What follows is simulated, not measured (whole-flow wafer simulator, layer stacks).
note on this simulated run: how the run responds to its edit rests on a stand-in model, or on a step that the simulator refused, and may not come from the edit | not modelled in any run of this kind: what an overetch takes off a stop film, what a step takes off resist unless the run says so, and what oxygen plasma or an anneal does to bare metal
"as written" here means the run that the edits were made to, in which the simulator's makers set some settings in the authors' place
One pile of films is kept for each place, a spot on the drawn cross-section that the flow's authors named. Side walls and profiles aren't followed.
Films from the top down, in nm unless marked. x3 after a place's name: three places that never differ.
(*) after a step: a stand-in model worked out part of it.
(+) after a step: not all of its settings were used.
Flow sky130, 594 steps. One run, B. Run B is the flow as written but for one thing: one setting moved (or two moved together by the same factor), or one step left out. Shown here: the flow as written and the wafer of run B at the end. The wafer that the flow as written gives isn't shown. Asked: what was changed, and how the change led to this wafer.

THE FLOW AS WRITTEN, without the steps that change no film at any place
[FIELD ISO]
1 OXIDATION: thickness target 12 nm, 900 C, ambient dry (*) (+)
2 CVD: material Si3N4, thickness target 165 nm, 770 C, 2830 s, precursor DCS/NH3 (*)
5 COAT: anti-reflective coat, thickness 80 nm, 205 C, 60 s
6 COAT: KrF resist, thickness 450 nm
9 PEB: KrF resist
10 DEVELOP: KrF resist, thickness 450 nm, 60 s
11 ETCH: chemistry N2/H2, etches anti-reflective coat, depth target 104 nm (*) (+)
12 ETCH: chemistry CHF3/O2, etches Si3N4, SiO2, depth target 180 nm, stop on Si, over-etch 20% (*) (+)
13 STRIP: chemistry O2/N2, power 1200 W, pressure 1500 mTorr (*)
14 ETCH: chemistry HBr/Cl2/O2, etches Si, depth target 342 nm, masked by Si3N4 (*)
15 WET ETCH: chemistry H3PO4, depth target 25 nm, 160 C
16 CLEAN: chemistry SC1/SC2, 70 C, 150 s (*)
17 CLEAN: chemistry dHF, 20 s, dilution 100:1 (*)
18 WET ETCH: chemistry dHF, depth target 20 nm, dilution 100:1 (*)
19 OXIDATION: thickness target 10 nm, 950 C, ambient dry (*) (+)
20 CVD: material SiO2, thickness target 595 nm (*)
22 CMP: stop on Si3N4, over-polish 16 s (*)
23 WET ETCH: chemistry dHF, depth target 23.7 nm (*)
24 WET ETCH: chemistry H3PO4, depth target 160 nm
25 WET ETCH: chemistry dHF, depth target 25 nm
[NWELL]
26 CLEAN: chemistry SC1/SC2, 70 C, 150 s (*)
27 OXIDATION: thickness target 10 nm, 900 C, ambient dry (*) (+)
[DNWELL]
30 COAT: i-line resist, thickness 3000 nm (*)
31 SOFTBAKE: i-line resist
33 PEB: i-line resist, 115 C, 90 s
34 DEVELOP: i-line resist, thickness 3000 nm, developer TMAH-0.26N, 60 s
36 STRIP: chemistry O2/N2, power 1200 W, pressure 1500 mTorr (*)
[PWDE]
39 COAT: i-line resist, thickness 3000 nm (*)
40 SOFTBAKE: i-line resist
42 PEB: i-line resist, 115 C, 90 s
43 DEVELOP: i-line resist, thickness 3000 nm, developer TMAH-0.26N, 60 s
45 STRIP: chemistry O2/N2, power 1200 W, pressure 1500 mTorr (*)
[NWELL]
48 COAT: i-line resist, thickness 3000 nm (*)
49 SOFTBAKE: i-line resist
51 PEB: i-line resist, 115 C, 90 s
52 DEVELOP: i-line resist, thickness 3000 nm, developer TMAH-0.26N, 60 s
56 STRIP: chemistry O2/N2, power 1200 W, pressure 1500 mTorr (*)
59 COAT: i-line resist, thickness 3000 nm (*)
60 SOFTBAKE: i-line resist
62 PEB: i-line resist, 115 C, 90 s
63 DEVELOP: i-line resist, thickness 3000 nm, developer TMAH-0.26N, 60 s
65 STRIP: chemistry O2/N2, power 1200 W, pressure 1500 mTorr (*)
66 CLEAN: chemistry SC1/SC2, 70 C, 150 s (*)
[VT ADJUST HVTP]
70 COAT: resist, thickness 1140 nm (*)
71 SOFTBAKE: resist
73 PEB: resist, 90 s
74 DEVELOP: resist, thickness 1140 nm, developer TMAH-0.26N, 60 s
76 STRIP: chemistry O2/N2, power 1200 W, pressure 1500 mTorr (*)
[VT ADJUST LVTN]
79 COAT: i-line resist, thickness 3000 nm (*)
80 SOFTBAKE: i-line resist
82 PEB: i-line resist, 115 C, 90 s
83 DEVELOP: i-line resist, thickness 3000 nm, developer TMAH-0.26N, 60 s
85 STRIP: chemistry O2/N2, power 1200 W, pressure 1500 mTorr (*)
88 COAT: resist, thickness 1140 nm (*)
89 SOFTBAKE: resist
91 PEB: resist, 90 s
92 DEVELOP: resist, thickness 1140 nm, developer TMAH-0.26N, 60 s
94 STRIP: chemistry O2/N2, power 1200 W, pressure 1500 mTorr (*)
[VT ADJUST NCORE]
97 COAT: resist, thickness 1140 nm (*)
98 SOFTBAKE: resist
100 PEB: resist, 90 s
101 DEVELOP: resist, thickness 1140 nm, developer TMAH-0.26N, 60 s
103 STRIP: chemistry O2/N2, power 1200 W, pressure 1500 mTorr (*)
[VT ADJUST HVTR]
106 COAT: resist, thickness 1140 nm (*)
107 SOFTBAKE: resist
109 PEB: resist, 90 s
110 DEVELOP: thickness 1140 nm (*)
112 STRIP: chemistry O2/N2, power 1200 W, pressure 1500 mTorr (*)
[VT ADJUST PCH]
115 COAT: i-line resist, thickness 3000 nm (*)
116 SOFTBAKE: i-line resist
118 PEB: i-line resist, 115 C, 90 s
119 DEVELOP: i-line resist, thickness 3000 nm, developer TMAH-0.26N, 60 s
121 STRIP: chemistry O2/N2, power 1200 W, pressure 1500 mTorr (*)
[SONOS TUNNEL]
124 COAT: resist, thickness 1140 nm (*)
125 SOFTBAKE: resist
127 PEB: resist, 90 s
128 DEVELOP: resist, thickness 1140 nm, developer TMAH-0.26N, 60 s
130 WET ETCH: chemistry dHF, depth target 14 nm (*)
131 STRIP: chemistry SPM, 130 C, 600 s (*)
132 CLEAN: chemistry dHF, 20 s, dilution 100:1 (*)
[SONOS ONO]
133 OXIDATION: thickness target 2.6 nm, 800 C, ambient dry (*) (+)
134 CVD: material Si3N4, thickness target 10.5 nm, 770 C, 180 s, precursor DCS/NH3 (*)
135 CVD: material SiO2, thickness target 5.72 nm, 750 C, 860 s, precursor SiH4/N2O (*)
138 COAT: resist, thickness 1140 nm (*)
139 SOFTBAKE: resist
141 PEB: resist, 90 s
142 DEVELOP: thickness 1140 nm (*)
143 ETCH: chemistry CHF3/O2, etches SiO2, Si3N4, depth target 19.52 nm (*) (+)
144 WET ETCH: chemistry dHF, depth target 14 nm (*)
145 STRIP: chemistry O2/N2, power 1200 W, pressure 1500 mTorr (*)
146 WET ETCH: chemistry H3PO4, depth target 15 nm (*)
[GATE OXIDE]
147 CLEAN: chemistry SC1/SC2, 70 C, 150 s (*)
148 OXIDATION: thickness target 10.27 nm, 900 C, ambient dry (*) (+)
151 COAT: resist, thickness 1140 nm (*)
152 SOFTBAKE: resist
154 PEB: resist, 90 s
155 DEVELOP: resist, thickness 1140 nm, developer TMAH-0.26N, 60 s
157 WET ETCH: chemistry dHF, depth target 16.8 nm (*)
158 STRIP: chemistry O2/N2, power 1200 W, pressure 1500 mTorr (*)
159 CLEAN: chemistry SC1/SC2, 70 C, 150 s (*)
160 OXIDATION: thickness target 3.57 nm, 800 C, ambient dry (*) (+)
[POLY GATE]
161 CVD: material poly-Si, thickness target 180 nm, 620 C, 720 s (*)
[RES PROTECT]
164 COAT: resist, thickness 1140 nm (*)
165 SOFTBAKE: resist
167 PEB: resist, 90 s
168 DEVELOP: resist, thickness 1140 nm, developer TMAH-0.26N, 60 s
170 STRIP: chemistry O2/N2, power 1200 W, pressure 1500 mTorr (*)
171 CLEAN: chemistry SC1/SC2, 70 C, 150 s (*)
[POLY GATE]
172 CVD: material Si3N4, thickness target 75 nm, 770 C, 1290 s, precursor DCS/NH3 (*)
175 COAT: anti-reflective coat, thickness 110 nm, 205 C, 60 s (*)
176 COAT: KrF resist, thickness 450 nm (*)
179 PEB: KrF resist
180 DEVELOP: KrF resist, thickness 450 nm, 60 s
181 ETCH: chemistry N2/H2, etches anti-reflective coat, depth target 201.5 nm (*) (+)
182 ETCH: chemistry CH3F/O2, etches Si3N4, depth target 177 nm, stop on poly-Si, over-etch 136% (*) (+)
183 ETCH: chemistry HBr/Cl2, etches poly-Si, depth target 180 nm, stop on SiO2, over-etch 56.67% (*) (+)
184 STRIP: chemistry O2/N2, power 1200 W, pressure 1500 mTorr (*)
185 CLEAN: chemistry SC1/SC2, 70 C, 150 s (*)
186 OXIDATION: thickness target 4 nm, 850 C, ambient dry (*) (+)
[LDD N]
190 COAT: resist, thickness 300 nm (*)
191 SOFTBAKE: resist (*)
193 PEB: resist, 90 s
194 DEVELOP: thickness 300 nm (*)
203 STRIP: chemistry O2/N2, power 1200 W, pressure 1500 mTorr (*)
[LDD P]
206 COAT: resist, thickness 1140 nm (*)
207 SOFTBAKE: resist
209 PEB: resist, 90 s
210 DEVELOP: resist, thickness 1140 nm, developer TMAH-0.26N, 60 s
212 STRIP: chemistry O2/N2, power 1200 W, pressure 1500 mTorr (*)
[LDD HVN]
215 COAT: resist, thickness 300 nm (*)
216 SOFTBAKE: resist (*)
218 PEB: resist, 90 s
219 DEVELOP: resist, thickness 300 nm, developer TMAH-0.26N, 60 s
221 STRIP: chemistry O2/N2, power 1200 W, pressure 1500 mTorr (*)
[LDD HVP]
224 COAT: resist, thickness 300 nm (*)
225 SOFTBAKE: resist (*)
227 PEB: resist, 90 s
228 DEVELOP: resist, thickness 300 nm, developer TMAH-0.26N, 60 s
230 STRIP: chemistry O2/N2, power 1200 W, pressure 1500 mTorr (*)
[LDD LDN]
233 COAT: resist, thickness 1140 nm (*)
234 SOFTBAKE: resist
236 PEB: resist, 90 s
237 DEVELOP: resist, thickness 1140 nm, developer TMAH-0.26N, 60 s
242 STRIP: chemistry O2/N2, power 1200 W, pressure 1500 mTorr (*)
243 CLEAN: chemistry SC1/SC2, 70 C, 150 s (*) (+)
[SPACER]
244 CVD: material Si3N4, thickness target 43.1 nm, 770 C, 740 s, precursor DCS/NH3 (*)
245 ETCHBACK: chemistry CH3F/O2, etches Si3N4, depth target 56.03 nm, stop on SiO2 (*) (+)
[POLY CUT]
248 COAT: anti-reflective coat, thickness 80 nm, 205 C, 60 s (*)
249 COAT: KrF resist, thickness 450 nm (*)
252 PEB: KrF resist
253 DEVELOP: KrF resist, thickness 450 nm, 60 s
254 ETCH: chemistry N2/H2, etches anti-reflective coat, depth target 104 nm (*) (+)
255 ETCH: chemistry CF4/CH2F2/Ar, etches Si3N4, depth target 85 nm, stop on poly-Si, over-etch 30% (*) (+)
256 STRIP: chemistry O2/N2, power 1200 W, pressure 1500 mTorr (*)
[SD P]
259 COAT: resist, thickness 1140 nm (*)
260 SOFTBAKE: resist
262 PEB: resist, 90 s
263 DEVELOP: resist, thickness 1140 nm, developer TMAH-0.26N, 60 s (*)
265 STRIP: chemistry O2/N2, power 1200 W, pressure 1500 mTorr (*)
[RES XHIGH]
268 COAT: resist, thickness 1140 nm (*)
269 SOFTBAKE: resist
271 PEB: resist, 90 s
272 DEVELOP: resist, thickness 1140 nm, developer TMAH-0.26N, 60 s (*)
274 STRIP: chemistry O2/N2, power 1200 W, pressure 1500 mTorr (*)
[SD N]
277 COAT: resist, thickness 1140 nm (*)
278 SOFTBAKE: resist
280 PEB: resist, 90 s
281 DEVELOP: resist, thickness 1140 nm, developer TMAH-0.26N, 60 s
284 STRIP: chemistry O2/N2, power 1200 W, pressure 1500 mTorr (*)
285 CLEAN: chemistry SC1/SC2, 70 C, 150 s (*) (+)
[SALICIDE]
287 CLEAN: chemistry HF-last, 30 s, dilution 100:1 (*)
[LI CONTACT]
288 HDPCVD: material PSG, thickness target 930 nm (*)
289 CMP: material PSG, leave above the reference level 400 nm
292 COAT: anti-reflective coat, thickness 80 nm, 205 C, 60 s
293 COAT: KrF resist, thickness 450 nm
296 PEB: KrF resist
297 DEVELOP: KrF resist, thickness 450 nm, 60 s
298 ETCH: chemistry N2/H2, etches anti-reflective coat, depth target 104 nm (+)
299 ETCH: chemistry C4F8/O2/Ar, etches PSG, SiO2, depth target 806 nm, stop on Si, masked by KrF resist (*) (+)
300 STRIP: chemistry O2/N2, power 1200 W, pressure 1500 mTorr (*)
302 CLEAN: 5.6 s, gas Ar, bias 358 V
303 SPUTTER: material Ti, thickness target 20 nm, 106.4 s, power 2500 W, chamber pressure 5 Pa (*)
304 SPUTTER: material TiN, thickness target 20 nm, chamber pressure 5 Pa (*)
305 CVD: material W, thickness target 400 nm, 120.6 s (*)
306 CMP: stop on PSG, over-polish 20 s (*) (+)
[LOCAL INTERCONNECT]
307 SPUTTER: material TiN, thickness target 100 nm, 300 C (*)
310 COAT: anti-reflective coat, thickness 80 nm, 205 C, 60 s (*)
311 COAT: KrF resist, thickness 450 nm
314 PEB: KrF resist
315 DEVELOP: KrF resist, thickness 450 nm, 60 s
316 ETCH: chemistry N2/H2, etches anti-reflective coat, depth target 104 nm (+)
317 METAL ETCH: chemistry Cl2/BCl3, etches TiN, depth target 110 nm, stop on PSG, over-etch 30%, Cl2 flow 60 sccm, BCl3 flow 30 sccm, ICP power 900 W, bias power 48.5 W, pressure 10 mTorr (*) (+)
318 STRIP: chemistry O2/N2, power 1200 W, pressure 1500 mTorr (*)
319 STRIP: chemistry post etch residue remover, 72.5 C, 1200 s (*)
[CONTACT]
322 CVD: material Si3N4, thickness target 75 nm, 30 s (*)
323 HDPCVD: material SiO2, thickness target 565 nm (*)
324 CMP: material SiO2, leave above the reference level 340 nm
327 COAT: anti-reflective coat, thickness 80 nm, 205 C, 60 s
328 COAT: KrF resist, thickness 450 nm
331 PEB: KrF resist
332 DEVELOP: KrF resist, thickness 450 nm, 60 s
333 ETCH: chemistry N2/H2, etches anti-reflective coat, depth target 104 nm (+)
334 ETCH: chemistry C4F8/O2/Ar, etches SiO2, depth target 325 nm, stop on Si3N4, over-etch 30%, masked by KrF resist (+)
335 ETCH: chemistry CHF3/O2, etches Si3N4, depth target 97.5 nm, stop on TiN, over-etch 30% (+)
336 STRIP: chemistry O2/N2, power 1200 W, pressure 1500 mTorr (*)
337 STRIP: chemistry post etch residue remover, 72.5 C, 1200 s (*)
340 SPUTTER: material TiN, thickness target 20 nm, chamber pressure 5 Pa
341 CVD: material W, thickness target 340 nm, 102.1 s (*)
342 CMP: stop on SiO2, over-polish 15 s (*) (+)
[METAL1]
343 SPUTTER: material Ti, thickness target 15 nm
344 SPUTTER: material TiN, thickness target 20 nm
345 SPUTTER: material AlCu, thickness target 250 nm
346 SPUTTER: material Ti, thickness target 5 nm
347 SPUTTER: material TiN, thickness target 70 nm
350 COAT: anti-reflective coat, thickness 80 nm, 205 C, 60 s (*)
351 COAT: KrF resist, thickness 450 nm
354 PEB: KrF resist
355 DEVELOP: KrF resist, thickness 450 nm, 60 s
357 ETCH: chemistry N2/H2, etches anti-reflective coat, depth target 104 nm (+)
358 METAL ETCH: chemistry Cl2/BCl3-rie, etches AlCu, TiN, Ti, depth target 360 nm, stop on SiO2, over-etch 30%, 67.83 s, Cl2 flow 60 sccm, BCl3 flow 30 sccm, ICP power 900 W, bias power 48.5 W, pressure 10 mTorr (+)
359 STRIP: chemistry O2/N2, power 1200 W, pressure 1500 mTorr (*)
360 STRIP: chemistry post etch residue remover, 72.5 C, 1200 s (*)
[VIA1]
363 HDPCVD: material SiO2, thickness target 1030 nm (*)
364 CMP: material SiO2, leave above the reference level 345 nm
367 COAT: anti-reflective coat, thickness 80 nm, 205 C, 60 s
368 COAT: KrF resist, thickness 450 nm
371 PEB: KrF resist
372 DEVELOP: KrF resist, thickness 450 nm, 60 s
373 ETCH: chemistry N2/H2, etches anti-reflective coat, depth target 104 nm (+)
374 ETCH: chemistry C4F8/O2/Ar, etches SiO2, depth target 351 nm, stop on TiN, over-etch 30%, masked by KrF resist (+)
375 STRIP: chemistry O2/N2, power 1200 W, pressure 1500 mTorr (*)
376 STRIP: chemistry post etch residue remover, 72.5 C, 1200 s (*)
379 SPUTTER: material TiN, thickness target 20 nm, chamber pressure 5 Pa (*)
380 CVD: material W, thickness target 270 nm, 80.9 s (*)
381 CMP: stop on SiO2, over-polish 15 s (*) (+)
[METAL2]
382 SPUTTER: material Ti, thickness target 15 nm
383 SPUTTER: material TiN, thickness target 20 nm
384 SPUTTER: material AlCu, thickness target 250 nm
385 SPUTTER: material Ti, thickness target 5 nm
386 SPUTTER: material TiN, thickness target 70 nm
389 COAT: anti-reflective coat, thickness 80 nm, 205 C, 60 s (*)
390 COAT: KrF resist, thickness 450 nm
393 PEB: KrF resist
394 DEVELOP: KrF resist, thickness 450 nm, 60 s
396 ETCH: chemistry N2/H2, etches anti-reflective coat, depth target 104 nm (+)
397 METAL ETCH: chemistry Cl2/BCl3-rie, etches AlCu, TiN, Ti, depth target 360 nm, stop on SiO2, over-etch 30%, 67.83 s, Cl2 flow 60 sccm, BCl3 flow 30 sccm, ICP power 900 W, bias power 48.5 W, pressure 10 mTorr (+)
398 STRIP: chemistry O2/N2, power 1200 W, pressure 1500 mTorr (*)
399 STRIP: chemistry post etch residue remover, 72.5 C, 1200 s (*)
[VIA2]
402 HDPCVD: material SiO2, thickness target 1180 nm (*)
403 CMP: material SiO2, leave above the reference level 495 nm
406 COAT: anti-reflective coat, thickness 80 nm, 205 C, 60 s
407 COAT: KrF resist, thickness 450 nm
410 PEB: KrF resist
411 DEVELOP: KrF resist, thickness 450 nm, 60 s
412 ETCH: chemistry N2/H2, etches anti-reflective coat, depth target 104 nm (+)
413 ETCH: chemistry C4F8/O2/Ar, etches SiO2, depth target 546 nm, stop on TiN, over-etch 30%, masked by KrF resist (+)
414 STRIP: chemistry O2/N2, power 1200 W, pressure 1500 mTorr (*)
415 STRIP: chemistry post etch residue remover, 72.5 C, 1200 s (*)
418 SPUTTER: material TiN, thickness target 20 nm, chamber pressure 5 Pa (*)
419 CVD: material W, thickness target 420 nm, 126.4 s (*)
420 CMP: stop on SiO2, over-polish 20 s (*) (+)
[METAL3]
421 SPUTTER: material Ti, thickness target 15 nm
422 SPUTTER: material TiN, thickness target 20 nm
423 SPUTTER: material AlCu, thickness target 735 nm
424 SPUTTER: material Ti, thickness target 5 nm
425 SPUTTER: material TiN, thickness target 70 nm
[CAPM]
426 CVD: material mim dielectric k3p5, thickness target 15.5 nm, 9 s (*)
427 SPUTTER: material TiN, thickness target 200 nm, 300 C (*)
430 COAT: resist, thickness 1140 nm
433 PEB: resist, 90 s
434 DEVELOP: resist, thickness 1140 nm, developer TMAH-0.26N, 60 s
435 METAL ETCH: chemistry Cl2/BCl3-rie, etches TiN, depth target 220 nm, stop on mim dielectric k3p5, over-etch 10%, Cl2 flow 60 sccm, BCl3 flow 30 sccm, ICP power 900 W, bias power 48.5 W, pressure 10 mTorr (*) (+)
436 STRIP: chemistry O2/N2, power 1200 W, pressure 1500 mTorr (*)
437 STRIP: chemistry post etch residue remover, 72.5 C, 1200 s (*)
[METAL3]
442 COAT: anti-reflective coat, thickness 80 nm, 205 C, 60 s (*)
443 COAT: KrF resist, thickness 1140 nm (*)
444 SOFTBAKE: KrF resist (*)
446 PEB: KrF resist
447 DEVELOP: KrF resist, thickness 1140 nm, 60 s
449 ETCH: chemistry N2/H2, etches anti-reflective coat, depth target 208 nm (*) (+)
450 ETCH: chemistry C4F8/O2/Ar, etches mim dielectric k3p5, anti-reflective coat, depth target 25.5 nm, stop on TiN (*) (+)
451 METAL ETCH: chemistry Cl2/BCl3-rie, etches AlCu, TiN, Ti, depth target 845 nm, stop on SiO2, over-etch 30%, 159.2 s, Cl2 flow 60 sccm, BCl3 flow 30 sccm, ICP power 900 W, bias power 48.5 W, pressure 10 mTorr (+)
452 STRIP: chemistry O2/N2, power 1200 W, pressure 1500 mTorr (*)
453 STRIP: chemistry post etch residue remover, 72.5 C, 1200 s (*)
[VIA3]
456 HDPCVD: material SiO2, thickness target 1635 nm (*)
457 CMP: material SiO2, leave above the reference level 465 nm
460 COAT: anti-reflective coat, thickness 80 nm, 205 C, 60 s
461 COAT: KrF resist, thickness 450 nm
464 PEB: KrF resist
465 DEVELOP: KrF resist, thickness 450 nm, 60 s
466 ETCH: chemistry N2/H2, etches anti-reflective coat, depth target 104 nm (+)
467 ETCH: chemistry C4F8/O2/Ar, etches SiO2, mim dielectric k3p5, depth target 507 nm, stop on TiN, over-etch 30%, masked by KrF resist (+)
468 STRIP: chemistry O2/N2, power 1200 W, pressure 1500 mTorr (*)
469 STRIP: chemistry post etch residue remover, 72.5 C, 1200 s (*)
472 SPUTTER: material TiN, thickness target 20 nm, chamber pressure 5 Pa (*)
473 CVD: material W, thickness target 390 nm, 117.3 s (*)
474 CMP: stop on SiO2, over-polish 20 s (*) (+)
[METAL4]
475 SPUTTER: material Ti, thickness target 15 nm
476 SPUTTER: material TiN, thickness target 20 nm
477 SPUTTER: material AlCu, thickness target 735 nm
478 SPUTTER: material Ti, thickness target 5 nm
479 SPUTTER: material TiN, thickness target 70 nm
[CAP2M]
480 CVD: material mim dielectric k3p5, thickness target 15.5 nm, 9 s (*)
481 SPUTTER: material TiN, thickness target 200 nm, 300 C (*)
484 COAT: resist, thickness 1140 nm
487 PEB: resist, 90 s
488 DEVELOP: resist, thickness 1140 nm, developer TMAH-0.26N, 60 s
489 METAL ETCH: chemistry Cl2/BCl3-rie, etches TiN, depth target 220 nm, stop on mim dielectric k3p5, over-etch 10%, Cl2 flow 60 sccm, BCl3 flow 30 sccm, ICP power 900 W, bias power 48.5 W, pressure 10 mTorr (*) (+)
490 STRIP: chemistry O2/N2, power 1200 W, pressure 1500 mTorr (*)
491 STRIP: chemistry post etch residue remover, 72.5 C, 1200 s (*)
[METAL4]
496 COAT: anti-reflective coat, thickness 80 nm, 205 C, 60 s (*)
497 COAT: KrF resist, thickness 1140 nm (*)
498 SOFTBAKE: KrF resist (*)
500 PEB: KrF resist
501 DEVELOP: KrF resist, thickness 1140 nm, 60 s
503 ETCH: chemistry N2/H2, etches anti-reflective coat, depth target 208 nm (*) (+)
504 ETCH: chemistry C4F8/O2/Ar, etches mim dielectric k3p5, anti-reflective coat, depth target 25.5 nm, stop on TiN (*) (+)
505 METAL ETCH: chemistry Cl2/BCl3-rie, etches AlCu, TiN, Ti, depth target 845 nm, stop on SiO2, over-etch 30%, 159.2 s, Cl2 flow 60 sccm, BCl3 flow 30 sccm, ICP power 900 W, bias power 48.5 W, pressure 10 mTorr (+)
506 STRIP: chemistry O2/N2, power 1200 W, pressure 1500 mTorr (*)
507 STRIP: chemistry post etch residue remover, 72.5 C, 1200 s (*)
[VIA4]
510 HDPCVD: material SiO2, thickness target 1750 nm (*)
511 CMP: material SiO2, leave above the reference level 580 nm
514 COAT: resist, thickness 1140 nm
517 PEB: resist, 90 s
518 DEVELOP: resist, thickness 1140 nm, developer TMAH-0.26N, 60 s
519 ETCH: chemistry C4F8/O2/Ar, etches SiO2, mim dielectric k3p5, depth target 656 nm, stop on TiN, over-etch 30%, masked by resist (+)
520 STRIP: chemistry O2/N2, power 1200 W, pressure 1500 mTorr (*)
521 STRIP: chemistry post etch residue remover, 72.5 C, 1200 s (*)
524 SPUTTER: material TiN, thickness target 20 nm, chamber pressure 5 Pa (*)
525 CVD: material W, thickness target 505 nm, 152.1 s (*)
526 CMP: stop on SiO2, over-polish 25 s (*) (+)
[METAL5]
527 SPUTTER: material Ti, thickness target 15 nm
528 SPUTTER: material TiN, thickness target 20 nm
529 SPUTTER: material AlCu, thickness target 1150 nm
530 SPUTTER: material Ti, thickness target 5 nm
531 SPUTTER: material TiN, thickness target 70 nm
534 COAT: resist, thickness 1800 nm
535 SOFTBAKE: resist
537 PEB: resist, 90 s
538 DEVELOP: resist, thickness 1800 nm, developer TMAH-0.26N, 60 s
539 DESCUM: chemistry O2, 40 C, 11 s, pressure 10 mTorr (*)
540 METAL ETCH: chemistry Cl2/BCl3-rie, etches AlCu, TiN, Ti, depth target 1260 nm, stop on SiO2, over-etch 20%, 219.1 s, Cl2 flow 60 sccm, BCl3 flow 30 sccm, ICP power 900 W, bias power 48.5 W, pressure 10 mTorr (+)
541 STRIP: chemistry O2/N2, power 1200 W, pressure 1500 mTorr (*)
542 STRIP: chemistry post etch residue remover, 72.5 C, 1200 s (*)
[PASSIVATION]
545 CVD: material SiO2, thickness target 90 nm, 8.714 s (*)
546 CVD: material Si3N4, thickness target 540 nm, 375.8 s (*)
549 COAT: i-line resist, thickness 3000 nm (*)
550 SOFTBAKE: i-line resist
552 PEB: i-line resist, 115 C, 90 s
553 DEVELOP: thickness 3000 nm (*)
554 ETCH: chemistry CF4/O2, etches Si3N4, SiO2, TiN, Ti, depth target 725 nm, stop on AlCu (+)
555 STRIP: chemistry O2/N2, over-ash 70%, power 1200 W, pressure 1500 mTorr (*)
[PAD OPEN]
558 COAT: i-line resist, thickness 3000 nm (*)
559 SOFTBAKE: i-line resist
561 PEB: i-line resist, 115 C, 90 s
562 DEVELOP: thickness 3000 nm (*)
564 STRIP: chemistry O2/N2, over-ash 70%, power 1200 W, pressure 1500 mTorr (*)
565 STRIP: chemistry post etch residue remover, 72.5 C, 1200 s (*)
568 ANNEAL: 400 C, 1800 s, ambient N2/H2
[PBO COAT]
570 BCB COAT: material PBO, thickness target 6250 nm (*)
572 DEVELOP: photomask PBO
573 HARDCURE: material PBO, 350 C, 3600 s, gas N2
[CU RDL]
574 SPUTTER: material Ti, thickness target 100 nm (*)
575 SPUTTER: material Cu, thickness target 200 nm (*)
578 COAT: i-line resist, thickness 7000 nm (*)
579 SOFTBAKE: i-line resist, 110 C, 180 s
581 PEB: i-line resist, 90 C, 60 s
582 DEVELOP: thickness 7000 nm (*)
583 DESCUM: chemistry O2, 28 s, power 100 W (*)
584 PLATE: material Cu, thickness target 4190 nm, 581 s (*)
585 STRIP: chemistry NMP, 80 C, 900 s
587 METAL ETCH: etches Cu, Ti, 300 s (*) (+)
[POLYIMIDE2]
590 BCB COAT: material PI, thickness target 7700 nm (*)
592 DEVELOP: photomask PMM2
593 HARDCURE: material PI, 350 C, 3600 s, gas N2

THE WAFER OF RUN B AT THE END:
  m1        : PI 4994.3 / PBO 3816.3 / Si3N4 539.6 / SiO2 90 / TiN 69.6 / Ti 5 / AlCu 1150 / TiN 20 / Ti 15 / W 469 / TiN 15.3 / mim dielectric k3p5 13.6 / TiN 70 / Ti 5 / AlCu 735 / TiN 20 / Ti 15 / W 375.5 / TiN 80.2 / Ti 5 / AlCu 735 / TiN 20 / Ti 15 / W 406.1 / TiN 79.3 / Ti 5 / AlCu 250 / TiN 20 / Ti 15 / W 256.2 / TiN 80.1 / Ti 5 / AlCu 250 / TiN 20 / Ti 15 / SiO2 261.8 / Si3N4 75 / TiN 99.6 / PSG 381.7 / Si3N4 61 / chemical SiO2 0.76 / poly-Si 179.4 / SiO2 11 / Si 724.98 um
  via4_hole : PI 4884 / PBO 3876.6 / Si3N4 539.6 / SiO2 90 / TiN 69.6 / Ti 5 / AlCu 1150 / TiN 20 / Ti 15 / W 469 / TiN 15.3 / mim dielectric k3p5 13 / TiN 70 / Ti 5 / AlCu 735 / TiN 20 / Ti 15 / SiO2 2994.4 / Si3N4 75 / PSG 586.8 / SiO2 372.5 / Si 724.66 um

The cause: step 519, ETCH: depth target 492 nm was run, where the flow has depth target 656 nm.

How the change led to this, step by step:
  519 ETCH: chemistry C4F8/O2/Ar, etches SiO2, mim dielectric k3p5, depth target 656 nm, stop on TiN, over-etch 30%, masked by resist (+)
      m1: SiO2 -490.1 (all of it), mim dielectric k3p5 -1.88 (as written it would be: SiO2 -490.1 (all of it), mim dielectric k3p5 -15.5 (all of it))
      via4_hole: SiO2 -489.5 (all of it), mim dielectric k3p5 -2.5 (as written it would be: SiO2 -489.5 (all of it), mim dielectric k3p5 -15.5 (all of it))
      (and at 191 more places)
  520 STRIP: chemistry O2/N2, power 1200 W, pressure 1500 mTorr (*)
      field, active, n_well and 188 more: resist -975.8 (all of it) (as written it would be: resist -943 (all of it))
  524 SPUTTER: material TiN, thickness target 20 nm, chamber pressure 5 Pa (*)
      m1, via4_hole: TiN +15.3 (new film) (as written it would be: TiN +15.3)
Counting metal films that touch as one body, m1 has 3 bodies (between them, from the top down: mim dielectric k3p5 13.6; SiO2 261.8 / Si3N4 75); the flow as written gives 2 bodies (between them, from the top down: SiO2 261.8 / Si3N4 75).
Counting metal films that touch as one body, via4_hole has 2 bodies (between them, from the top down: mim dielectric k3p5 13); the flow as written gives 1 body.
